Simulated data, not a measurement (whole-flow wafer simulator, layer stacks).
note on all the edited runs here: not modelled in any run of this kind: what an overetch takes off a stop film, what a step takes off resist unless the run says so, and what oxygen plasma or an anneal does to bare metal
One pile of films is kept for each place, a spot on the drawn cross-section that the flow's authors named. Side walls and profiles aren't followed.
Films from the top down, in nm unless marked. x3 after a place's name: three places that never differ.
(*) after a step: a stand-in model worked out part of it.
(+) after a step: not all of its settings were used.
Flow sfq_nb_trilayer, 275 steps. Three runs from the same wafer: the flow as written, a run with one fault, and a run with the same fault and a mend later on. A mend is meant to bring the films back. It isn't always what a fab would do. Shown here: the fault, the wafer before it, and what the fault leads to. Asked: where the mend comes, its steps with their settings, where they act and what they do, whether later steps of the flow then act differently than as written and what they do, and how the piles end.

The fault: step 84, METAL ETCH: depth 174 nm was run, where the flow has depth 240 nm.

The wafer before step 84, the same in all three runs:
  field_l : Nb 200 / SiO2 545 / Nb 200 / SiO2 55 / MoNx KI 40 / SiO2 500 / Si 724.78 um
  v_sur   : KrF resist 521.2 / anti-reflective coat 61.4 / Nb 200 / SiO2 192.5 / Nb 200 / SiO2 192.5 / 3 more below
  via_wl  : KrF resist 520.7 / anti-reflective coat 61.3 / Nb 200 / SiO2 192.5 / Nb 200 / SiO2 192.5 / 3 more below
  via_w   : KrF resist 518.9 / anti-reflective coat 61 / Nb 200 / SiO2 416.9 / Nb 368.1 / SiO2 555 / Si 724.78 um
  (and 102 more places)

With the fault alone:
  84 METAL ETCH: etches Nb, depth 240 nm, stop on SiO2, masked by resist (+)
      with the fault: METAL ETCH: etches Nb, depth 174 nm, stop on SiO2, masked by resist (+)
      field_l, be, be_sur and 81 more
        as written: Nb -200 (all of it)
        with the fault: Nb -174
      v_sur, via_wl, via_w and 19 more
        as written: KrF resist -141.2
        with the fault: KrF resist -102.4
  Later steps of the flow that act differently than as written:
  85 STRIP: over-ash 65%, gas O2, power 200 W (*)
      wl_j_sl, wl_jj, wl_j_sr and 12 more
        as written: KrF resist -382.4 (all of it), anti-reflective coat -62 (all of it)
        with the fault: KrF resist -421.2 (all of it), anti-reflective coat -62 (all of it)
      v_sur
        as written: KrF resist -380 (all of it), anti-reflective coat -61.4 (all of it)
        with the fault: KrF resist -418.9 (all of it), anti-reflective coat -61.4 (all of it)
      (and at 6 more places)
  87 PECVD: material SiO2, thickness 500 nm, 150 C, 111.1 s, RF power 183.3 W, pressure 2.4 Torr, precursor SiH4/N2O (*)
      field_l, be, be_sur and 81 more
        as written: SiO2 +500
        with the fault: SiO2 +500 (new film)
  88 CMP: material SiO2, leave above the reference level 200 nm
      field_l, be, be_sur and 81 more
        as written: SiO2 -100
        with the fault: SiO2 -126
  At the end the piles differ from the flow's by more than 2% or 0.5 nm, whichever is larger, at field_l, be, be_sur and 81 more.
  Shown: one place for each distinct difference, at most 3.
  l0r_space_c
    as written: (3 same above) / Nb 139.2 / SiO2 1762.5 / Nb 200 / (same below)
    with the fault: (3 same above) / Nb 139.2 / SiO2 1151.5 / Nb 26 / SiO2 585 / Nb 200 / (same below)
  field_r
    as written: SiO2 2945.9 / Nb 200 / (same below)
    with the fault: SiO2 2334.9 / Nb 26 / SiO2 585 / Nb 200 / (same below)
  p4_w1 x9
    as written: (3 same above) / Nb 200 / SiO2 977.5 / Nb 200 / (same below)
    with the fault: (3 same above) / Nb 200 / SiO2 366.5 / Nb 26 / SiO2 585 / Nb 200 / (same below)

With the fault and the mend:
  The mend comes after step 84.
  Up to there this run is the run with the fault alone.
  84a METAL ETCH: etches Nb, depth 66 nm, stop on SiO2, masked by resist (+) (the flow's step 84 once more, with other settings)
      field_l, be, be_sur and 81 more
        Nb -26 (all of it)
      v_sur, via_wl, via_w and 19 more
        KrF resist -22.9
  Later steps of the flow that act differently than as written:
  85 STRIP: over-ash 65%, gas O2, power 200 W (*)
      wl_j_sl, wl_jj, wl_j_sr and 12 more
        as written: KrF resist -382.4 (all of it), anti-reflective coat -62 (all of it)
        with the mend: KrF resist -398.3 (all of it), anti-reflective coat -62 (all of it)
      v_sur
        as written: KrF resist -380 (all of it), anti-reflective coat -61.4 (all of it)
        with the mend: KrF resist -395.9 (all of it), anti-reflective coat -61.4 (all of it)
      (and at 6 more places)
  At the end the piles are the same as the flow's at every place that both follow.
